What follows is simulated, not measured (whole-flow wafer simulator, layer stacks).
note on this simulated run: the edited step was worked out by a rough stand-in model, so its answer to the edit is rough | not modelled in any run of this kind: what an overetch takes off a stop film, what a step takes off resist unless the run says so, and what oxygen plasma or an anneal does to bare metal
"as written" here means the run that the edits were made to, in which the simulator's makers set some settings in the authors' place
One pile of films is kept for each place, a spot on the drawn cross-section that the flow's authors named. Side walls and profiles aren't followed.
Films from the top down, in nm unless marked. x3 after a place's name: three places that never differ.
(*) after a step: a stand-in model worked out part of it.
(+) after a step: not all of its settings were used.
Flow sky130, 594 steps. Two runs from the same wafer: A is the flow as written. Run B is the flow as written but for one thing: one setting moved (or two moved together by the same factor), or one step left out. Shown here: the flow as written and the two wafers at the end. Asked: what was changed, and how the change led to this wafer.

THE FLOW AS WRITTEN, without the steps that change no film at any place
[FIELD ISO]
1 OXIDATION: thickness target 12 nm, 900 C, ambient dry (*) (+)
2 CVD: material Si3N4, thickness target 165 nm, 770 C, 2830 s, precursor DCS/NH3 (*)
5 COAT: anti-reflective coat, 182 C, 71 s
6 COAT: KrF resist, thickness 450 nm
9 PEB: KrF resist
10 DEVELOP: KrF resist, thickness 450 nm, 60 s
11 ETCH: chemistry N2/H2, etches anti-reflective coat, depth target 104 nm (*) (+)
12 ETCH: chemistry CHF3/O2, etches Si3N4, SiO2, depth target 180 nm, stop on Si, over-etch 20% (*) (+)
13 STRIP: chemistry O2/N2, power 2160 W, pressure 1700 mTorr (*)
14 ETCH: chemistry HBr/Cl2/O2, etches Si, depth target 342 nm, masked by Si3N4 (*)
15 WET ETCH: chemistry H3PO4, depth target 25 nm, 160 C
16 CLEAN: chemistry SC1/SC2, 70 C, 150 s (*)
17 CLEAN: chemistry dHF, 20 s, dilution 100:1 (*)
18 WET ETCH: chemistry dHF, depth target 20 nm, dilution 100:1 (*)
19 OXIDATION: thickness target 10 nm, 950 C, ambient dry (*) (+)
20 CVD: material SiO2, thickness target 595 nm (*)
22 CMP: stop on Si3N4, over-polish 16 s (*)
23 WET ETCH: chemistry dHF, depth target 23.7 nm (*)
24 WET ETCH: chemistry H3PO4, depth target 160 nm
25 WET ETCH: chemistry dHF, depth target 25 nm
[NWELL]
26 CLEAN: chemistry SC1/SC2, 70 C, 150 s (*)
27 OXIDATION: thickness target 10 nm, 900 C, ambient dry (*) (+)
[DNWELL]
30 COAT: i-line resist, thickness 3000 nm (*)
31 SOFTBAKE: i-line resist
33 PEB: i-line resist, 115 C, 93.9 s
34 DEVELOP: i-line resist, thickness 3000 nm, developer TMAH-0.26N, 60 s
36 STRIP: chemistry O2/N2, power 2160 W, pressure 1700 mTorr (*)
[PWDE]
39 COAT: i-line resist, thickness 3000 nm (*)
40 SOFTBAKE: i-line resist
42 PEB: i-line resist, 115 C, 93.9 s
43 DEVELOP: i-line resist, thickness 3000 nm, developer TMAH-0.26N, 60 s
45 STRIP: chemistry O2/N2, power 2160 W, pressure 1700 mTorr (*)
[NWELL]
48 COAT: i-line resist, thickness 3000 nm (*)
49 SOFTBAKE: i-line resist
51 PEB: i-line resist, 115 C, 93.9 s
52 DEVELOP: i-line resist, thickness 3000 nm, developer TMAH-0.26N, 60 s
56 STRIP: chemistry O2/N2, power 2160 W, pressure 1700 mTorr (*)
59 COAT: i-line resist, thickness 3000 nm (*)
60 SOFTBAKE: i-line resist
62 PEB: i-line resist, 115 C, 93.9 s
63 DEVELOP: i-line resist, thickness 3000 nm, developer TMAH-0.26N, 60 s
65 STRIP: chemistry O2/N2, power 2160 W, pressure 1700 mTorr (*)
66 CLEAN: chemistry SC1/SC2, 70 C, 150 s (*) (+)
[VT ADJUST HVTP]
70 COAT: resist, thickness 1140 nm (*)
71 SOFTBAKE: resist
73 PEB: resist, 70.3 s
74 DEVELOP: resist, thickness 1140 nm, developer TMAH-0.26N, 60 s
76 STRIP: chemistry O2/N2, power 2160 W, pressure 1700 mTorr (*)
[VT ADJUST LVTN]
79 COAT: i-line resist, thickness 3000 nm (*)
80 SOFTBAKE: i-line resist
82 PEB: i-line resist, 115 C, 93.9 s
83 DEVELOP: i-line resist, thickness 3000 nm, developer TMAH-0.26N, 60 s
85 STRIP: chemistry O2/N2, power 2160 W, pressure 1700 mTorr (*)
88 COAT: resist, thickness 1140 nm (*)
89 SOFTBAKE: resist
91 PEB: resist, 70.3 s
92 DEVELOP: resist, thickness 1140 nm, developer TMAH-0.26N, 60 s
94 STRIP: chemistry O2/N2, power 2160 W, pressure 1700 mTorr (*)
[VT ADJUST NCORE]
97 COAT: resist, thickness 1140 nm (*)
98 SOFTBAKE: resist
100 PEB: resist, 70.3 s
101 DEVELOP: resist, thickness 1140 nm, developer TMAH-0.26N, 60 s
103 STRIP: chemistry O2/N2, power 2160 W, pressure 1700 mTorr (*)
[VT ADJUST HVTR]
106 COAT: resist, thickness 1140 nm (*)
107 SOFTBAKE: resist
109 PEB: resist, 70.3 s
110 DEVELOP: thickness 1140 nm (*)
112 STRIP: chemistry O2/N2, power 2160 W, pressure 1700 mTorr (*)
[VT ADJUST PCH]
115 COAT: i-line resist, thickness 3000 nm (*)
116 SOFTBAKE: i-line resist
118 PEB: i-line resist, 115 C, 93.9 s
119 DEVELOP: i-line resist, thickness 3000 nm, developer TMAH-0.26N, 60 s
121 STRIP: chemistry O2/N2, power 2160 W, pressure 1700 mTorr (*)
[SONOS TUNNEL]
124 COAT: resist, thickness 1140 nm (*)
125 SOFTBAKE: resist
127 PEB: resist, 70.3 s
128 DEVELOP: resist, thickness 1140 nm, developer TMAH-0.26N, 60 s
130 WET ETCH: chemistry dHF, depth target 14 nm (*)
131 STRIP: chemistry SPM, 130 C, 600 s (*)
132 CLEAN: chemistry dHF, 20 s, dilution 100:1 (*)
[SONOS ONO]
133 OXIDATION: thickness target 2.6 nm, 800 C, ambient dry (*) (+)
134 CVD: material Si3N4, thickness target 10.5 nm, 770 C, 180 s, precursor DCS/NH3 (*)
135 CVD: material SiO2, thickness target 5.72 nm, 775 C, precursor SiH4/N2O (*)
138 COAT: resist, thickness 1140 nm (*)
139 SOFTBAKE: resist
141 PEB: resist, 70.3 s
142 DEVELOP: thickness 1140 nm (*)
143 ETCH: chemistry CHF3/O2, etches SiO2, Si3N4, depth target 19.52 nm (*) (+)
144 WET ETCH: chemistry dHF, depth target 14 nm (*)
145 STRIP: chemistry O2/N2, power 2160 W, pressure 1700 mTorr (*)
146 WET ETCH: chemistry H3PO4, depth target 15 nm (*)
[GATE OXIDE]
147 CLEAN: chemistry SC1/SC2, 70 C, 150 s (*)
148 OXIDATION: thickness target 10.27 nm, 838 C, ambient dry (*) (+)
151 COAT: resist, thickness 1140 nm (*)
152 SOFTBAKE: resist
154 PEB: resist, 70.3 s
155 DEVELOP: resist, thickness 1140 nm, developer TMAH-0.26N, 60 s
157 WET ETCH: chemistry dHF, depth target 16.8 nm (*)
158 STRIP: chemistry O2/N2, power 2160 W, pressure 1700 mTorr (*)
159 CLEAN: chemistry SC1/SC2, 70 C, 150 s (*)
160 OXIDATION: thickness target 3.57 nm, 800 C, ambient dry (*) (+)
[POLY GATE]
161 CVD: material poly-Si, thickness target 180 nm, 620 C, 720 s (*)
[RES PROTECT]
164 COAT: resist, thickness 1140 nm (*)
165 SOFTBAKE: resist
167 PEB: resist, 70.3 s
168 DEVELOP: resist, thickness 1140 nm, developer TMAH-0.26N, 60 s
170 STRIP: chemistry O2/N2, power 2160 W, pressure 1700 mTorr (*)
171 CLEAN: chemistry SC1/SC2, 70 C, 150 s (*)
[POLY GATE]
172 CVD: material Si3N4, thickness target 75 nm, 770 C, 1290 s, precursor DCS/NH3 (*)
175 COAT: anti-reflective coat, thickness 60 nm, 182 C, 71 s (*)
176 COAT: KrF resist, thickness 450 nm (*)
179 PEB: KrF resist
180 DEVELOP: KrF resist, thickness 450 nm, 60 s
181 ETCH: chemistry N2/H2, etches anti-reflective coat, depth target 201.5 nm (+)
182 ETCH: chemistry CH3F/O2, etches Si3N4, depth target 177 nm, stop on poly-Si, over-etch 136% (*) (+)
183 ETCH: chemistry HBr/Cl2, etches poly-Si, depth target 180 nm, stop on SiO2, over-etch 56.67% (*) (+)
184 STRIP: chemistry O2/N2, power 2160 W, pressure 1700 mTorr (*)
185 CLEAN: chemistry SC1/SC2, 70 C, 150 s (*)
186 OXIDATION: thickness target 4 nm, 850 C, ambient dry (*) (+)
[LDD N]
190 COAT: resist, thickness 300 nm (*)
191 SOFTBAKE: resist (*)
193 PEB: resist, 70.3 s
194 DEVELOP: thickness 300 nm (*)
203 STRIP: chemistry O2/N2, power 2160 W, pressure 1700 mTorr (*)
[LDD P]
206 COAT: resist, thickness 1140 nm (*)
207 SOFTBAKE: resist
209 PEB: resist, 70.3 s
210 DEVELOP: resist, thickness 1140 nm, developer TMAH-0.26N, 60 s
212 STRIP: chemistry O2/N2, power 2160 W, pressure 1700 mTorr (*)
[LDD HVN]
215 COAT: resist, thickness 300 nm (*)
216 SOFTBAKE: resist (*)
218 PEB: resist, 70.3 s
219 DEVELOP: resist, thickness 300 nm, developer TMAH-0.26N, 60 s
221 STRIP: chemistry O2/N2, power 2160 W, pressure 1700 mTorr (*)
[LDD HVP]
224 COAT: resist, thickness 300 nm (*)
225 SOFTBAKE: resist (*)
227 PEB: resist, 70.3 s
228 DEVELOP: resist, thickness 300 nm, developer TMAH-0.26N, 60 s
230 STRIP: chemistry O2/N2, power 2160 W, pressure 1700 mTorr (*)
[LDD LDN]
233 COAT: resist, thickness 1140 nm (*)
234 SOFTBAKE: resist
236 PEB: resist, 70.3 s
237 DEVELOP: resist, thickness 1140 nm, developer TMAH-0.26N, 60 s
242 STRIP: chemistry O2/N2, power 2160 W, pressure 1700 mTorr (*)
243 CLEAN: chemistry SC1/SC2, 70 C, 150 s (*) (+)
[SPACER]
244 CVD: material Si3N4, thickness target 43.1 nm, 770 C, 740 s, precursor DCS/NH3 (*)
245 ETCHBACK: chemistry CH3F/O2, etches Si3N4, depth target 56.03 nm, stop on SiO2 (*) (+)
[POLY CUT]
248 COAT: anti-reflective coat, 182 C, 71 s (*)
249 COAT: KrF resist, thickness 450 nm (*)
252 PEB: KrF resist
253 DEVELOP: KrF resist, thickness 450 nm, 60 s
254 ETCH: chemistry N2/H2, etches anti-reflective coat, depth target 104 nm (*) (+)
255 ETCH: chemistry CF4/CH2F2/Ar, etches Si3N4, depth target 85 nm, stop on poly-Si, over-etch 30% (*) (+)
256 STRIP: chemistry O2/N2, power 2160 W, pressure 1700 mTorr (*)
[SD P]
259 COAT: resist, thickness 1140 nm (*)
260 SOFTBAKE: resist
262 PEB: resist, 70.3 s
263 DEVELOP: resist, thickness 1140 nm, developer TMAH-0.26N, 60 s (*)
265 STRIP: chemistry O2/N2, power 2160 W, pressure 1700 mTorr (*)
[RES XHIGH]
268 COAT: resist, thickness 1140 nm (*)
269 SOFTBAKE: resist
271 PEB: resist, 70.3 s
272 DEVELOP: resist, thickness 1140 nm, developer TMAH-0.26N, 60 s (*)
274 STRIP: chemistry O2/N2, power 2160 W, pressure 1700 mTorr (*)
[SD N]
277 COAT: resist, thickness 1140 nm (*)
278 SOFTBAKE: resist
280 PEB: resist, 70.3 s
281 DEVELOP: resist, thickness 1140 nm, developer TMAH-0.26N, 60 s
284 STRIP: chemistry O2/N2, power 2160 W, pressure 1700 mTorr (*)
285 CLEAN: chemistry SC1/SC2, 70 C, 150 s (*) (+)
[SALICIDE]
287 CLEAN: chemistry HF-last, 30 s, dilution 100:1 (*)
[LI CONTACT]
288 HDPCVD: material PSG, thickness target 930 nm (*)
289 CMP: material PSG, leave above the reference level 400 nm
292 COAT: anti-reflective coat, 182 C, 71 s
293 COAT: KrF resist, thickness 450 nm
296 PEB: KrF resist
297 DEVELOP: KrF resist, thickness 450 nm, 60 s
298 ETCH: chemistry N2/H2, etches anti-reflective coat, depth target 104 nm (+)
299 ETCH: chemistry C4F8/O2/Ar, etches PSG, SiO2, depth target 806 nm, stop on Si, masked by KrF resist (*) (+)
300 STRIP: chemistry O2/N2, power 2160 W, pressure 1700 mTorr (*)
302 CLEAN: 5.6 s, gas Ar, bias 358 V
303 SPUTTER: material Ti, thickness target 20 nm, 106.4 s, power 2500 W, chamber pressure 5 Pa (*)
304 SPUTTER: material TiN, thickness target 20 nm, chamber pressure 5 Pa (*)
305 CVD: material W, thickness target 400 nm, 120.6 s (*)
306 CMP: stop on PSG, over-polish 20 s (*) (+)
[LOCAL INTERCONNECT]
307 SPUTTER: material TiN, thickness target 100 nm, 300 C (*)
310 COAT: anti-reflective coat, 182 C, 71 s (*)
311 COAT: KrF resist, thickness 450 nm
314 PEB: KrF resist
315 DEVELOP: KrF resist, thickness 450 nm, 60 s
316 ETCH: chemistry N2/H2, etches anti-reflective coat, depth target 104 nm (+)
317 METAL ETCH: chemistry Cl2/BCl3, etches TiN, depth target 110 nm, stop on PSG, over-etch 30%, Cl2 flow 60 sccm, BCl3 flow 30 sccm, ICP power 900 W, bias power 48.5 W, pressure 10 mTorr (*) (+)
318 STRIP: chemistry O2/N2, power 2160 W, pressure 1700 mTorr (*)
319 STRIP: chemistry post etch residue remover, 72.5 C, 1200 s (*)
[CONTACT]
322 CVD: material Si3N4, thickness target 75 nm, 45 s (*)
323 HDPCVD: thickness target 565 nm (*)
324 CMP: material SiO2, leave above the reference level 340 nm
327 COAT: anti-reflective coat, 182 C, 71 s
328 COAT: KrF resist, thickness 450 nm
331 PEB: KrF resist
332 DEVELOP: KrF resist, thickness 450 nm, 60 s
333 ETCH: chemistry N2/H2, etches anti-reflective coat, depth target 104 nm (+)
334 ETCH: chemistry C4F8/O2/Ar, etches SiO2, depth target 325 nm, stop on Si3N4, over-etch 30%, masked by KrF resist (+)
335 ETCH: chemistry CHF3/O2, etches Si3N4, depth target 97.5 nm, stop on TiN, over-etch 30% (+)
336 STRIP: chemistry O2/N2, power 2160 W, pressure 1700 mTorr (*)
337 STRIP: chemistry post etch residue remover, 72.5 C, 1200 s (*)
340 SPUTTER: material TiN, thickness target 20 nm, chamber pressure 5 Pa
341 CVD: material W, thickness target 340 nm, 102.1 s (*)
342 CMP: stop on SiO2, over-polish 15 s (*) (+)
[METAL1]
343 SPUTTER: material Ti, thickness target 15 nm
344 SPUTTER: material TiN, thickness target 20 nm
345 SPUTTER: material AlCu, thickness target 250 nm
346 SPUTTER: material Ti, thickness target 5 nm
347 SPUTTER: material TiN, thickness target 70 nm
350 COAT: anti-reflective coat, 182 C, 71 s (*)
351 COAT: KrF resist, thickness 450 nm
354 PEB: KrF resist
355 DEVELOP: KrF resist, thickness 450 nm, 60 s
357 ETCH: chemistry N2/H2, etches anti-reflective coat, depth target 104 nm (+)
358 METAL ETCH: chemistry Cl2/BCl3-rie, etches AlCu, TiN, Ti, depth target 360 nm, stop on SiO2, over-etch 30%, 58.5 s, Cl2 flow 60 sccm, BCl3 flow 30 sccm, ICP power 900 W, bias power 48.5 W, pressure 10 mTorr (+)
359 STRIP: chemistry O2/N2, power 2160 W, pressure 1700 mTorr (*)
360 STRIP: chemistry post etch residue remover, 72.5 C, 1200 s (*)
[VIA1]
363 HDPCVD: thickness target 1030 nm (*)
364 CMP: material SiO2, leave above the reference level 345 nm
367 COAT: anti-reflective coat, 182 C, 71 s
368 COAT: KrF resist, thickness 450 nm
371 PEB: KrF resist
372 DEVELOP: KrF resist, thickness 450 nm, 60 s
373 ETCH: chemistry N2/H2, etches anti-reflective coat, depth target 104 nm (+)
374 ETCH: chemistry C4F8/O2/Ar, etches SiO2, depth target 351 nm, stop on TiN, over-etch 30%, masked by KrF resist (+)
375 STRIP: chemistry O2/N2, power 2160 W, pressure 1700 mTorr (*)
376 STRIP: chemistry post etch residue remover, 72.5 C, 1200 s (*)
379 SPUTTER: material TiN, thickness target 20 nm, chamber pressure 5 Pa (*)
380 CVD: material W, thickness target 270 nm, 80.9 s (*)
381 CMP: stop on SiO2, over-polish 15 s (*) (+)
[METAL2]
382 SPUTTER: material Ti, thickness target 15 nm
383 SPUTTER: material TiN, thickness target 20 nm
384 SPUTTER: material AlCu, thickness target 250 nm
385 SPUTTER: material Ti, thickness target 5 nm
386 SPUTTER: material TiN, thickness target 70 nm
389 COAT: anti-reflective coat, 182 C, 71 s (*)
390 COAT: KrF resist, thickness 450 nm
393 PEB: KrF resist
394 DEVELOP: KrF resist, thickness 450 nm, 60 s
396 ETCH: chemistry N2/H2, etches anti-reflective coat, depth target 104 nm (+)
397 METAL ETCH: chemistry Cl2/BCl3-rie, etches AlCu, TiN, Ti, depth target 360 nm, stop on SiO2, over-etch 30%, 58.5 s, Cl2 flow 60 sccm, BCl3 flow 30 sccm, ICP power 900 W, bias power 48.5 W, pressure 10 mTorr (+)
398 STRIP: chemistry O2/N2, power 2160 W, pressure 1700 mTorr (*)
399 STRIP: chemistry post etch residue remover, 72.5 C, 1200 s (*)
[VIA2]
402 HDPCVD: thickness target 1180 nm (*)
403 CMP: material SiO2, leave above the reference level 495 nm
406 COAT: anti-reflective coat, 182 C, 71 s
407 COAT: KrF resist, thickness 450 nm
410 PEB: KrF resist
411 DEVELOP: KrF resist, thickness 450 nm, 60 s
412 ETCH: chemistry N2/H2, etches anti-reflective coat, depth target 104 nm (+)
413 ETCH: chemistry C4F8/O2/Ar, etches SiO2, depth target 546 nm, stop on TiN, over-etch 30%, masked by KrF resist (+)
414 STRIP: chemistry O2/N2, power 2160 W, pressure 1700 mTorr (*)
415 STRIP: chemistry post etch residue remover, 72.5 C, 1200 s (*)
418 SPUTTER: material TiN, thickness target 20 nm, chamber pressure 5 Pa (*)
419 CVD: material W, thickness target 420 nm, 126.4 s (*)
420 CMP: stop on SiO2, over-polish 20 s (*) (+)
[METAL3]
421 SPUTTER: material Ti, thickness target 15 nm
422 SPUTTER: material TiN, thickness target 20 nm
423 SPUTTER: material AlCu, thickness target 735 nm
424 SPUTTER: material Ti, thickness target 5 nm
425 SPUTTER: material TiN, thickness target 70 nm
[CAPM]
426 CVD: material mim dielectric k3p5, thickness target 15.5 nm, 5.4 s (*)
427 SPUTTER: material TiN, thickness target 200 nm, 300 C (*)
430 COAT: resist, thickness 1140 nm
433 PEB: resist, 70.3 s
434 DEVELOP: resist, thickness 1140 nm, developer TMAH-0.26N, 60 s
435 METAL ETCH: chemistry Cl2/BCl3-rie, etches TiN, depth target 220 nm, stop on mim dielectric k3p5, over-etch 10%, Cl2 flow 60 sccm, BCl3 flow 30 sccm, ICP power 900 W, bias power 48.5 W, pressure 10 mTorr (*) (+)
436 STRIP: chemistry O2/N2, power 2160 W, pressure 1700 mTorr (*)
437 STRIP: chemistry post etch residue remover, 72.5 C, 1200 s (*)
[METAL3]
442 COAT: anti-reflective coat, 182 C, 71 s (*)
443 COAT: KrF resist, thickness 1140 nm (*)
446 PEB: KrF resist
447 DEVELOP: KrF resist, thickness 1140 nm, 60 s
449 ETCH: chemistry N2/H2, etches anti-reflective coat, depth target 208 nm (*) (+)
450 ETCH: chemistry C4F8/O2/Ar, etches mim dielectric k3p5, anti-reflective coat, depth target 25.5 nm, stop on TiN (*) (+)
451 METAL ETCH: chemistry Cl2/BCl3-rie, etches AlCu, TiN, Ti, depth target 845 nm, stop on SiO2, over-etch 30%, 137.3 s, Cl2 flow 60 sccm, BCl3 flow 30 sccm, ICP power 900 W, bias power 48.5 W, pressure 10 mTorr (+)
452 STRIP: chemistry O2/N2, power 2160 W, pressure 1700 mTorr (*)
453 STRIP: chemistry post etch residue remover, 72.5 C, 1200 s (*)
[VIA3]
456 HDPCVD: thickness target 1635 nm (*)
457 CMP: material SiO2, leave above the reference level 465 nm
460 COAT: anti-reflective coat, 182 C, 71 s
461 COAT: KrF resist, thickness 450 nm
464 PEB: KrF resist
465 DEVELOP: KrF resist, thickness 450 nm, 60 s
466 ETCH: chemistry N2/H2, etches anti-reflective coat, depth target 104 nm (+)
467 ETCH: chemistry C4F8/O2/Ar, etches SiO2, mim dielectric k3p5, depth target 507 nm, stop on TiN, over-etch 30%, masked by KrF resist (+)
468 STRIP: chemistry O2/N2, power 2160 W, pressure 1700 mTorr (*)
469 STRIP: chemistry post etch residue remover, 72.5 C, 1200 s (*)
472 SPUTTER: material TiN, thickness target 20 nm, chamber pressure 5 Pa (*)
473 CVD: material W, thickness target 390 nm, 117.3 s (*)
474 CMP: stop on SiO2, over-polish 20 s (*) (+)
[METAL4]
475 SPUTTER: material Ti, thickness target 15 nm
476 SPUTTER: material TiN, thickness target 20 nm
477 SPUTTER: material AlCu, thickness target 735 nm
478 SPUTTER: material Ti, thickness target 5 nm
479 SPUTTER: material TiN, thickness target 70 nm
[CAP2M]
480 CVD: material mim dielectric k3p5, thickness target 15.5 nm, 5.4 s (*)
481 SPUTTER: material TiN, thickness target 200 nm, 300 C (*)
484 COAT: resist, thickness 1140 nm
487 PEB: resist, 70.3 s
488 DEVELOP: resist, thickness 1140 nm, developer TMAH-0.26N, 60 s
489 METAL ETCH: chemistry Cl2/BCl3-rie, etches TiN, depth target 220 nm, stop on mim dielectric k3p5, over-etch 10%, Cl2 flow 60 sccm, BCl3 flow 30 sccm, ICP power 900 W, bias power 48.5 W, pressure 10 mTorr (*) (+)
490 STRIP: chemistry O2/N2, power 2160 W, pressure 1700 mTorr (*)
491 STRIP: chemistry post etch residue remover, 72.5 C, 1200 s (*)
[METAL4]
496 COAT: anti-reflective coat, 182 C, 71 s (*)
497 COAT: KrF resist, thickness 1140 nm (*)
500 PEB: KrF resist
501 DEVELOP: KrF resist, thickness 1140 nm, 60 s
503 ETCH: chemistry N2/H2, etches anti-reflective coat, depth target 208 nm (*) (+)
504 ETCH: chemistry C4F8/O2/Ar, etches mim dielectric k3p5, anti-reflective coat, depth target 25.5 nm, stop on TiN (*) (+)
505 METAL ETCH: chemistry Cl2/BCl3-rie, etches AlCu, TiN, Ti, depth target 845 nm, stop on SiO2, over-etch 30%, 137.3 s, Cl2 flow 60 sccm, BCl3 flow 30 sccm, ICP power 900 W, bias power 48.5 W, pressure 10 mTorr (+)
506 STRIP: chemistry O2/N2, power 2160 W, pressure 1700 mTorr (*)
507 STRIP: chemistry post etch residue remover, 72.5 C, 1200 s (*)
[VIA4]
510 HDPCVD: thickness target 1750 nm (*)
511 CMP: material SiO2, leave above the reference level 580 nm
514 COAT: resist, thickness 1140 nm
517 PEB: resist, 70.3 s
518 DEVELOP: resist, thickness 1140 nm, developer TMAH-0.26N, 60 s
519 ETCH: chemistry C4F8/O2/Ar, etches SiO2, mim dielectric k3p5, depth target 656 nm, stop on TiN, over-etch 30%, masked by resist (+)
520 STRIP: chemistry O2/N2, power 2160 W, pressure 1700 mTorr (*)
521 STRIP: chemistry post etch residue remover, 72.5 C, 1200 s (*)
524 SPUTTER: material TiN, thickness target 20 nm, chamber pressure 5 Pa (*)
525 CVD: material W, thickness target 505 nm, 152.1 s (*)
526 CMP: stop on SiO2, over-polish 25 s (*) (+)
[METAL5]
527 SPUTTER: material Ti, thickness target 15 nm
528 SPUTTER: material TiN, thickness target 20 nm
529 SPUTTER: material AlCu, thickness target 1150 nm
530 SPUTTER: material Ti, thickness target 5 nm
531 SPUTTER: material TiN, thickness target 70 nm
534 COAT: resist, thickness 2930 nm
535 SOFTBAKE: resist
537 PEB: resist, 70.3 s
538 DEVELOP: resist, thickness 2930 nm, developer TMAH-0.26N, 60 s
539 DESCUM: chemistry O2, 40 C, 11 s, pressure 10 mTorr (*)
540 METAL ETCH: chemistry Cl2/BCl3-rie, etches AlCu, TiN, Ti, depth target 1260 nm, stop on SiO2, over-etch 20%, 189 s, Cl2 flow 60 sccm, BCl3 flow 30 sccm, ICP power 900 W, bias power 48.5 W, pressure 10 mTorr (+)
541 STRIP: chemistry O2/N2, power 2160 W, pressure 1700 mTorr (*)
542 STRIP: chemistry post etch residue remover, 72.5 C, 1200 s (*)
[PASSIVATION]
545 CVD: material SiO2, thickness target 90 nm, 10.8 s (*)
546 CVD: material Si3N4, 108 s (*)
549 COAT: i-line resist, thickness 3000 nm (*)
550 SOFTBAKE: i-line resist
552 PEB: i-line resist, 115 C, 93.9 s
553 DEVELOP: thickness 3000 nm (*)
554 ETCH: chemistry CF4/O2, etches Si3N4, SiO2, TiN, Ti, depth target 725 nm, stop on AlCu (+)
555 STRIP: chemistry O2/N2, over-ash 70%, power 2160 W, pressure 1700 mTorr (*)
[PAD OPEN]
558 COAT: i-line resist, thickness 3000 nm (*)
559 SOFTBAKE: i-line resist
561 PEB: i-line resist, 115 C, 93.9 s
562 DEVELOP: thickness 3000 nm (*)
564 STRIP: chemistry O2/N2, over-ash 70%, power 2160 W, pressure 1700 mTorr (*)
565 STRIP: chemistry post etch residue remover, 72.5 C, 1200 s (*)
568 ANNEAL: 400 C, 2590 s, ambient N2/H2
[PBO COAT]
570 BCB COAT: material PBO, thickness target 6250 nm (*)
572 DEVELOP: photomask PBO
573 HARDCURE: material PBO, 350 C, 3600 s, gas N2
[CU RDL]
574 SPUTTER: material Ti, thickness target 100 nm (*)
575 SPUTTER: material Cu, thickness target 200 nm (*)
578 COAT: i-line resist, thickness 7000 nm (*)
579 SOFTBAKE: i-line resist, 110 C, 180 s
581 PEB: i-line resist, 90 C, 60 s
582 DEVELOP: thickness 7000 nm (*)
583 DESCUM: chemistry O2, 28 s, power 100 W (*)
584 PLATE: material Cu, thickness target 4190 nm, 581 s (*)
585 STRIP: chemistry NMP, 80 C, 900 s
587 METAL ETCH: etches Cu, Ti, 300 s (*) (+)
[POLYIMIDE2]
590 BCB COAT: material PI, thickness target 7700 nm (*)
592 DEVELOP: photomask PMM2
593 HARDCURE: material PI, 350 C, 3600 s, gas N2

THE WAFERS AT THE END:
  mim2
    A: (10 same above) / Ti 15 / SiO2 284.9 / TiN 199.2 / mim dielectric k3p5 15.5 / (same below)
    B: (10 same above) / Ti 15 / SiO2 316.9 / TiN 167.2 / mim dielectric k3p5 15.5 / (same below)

The cause: step 481, SPUTTER: thickness target 168 nm was run, where the flow has thickness target 200 nm.

How the change led to this, step by step:
  481 SPUTTER: material TiN, thickness target 200 nm, 300 C (*)
      field, active, n_well and 189 more: A TiN +200 (new film) | B TiN +168 (new film)
  489 METAL ETCH: chemistry Cl2/BCl3-rie, etches TiN, depth target 220 nm, stop on mim dielectric k3p5, over-etch 10%, Cl2 flow 60 sccm, BCl3 flow 30 sccm, ICP power 900 W, bias power 48.5 W, pressure 10 mTorr (*) (+)
      field, active, n_well and 188 more: A TiN -200 (all of it) | B TiN -168 (all of it)
      mim2: A resist -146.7 | B resist -123.2
  490 STRIP: chemistry O2/N2, power 2160 W, pressure 1700 mTorr (*)
      mim2: A resist -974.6 (all of it) | B resist -998.1 (all of it)
  496 COAT: anti-reflective coat, 182 C, 71 s (*)
      iso_guard__w2: A anti-reflective coat +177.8 (new film) | B anti-reflective coat +156.8 (new film)
      mim2: A anti-reflective coat +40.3 (new film) | B anti-reflective coat +33.4 (new film)
  497 COAT: KrF resist, thickness 1140 nm (*)
      mim2: A KrF resist +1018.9 (new film) | B KrF resist +1049.3 (new film)
  506 STRIP: chemistry O2/N2, power 2160 W, pressure 1700 mTorr (*)
      iso_guard__w2: A KrF resist -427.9 (all of it), anti-reflective coat -177.8 (all of it) | B KrF resist -442 (all of it), anti-reflective coat -156.8 (all of it)
      mim2: A KrF resist -372.1 (all of it), anti-reflective coat -40.3 (all of it) | B KrF resist -402.4 (all of it), anti-reflective coat -33.4 (all of it)
  511 CMP: material SiO2, leave above the reference level 580 nm
      mim2: A SiO2 -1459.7 | B SiO2 -1427.7
